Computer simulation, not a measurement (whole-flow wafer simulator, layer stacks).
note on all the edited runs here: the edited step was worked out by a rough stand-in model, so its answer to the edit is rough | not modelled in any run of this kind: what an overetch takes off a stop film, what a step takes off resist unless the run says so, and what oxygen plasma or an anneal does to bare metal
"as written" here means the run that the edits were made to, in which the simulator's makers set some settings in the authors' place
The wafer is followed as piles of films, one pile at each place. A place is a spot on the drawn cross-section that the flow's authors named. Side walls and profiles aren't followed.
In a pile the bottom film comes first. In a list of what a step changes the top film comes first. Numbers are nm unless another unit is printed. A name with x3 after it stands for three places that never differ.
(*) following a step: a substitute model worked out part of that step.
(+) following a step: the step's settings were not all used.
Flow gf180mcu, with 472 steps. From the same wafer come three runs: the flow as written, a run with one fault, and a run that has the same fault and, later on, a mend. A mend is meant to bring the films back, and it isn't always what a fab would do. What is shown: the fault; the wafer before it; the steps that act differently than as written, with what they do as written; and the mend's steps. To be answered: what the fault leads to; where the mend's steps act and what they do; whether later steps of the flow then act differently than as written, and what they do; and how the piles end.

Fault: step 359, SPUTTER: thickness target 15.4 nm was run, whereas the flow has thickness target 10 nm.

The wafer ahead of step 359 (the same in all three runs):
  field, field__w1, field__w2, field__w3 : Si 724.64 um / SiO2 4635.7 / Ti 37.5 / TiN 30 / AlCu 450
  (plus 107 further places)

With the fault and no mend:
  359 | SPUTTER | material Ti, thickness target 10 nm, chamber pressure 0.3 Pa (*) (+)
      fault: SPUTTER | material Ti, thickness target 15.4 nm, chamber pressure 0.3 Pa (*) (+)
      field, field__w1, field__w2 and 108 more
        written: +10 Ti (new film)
        fault: +15.4 Ti (new film)
  Steps later in the flow that act otherwise than as written (5 other steps are not shown; they differ only slightly, by no more than 2% or 0.5 nm, whichever is larger):
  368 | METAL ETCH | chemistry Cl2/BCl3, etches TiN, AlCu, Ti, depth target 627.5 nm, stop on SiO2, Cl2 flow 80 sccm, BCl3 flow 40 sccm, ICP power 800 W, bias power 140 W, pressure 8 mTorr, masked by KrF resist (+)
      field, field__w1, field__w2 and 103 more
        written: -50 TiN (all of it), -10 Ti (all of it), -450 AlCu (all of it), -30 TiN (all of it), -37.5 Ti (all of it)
        fault: -50 TiN (all of it), -15.4 Ti (all of it), -450 AlCu (all of it), -30 TiN (all of it), -37.5 Ti (all of it)
  At field__w8, contact, m1, m1__w1, m1_nw, the piles at the end differ from the flow's by more than 2% or 0.5 nm, whichever is larger.
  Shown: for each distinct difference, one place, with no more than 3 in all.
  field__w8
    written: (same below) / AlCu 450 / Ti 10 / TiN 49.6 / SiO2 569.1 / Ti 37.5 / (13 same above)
    fault: (same below) / AlCu 450 / Ti 15.4 / TiN 49.6 / SiO2 563.7 / Ti 37.5 / (13 same above)
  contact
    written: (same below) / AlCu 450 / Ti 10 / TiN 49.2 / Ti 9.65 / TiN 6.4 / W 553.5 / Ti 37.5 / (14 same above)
    fault: (same below) / AlCu 450 / Ti 15.4 / TiN 49.2 / Ti 9.68 / TiN 6.42 / W 548 / Ti 37.5 / (14 same above)

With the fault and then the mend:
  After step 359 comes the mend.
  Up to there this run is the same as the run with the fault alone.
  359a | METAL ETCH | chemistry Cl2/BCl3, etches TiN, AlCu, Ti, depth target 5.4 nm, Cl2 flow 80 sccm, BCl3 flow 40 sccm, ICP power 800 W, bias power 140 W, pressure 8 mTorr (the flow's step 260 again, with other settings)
      field, field__w1, field__w2 and 108 more
        -5.4 Ti
  None of the later steps of the flow acts differently than as written at any place that is followed.
  By the end, the piles equal the flow's at every place that both follow.
